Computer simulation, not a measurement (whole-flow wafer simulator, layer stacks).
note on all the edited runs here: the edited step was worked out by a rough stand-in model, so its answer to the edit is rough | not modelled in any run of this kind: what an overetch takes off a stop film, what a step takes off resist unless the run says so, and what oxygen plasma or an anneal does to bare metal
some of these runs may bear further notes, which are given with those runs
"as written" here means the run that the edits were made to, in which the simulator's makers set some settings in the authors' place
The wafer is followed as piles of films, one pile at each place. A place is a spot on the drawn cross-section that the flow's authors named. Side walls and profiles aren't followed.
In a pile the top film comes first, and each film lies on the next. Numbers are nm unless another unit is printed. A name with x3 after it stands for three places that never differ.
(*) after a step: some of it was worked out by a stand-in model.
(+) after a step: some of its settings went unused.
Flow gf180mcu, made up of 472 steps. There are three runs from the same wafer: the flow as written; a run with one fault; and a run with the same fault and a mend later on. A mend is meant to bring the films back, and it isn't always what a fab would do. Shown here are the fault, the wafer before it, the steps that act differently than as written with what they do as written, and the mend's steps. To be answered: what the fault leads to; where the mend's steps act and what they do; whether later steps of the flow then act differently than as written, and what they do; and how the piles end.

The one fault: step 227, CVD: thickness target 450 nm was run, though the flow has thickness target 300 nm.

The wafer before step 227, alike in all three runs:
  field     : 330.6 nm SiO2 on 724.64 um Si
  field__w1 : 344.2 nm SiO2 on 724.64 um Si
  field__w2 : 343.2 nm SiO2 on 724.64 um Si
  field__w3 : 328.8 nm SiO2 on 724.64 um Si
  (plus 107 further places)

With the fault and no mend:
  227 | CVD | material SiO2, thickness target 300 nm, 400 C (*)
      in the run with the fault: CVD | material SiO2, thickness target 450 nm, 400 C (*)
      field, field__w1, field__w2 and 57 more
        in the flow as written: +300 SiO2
        in the run with the fault: +450 SiO2
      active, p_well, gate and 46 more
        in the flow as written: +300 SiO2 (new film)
        in the run with the fault: +450 SiO2 (new film)
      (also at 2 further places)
  Steps later in the flow that act otherwise than as written (1 more step, not shown, differs only slightly: by at most 2% or 0.5 nm, whichever is larger):
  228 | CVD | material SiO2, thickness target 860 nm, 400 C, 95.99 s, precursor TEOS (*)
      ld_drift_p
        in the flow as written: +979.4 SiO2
        in the run with the fault: +946.9 SiO2
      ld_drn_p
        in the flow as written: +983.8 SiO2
        in the run with the fault: +946.9 SiO2
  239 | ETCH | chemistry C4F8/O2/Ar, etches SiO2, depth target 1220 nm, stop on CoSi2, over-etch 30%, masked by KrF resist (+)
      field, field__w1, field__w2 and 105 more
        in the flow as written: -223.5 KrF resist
        in the run with the fault: -244 KrF resist
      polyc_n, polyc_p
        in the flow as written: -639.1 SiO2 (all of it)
        in the run with the fault: -789.1 SiO2 (all of it)
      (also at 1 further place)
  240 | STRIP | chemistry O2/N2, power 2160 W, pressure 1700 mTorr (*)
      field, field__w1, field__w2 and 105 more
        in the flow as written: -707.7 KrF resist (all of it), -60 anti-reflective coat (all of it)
        in the run with the fault: -687.2 KrF resist (all of it), -60 anti-reflective coat (all of it)
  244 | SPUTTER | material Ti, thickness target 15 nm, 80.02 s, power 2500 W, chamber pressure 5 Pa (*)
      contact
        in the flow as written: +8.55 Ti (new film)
        in the run with the fault: +7.83 Ti (new film)
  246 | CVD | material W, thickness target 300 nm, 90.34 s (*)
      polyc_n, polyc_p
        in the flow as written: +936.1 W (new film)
        in the run with the fault: +1086.1 W (new film)
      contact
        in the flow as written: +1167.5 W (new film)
        in the run with the fault: +1318.7 W (new film)
  At field__w4, field__w8, contact and 10 more, the piles at the end differ from the flow's by more than 2% or 0.5 nm, whichever is larger.
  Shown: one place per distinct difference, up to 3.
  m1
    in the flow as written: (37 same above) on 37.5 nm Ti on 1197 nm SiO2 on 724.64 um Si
    in the run with the fault: (37 same above) on 37.5 nm Ti on 1347 nm SiO2 on 724.64 um Si
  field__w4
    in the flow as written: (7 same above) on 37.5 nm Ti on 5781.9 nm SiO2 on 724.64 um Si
    in the run with the fault: (7 same above) on 37.5 nm Ti on 5931.9 nm SiO2 on 724.64 um Si
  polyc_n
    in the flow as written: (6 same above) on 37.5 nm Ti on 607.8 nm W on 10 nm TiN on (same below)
    in the run with the fault: (6 same above) on 37.5 nm Ti on 757.8 nm W on 10 nm TiN on (same below)

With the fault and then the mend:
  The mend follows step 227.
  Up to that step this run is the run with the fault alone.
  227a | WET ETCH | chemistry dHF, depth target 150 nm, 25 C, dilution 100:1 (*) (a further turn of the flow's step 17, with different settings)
      field, field__w1, field__w2 and 108 more
        -150 SiO2
  Steps later in the flow that act otherwise than as written:
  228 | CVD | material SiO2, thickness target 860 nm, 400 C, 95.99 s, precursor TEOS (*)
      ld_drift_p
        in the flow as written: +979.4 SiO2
        in the run with the mend: +946.9 SiO2
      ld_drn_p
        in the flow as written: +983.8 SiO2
        in the run with the mend: +946.9 SiO2
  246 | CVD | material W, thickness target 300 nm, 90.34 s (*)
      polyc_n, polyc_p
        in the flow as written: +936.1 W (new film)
        in the run with the mend: +852.9 W (new film), +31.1 void (new film), +52.1 W (new film)
  At polyc_n, polyc_p, the piles at the end differ from the flow's by more than 2% or 0.5 nm, whichever is larger.
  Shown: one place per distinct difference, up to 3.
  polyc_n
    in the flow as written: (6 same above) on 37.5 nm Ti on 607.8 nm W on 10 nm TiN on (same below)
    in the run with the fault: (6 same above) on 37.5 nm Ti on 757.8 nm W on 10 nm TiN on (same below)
    in the run with the mend: (6 same above) on 37.5 nm Ti on 524.6 nm W on 31.1 nm void on 52.1 nm W on 10 nm TiN on (same below)
